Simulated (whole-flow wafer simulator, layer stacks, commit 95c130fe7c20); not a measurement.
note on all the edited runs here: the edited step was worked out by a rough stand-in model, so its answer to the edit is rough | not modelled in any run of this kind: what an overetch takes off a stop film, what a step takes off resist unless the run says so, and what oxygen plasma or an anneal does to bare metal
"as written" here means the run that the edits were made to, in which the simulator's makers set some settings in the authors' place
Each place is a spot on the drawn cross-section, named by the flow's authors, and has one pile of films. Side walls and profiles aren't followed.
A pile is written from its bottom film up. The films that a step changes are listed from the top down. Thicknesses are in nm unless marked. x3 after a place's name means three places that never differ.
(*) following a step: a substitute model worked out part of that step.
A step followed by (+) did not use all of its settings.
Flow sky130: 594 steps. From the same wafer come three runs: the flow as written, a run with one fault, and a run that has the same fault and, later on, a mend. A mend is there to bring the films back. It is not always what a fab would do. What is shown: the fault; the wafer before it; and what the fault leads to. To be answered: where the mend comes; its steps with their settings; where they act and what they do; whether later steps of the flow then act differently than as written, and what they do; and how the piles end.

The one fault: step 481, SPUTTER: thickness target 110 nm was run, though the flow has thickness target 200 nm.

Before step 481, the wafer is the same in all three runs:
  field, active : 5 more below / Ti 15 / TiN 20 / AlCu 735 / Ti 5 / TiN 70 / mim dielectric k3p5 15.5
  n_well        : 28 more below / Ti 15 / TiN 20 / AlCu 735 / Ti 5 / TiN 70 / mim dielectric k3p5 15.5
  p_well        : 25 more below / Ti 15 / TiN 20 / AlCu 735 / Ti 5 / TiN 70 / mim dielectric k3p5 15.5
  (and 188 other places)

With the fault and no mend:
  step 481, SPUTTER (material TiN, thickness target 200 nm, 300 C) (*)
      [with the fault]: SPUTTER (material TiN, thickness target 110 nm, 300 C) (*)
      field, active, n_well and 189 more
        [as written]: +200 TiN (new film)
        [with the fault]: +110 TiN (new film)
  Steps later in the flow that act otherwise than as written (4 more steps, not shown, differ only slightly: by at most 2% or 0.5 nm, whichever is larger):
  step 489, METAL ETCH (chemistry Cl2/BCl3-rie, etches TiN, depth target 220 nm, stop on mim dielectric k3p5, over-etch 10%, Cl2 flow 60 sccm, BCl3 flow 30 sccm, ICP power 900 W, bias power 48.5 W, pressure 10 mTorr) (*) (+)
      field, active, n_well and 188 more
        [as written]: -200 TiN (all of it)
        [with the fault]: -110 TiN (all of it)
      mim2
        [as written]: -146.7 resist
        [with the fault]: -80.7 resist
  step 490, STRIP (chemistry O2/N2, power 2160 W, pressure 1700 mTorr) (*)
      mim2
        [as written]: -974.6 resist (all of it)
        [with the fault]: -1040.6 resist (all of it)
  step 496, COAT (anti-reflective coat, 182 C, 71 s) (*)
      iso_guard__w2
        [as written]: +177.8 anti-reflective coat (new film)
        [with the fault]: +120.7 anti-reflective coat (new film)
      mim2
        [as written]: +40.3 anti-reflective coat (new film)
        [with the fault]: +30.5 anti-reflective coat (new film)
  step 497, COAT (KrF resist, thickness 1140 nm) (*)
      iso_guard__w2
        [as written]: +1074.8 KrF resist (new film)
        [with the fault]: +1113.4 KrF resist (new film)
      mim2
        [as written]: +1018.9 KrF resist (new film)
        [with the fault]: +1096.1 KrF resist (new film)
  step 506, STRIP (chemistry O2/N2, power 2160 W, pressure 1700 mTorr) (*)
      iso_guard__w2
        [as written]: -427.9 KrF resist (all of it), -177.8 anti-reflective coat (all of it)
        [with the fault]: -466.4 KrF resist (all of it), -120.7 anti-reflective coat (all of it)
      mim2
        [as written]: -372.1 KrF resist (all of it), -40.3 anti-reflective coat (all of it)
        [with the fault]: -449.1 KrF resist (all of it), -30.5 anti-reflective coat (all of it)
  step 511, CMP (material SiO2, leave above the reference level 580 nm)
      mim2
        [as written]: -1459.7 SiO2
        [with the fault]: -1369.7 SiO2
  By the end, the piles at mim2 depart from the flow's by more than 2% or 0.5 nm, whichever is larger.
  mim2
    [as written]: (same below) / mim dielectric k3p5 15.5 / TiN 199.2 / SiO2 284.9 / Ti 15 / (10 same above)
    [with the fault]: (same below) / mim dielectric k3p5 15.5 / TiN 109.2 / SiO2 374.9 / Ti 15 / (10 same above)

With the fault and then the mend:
  The mend follows step 481.
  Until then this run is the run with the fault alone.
  step 481a, SPUTTER (material TiN, thickness target 90 nm, 300 C) (*) (the flow's step 481 again, with other settings)
      field, active, n_well and 189 more
        +90 TiN
  Every later step of the flow that is run acts as written at every place that is followed.
  At every place that both follow, the piles at the end match the flow's.
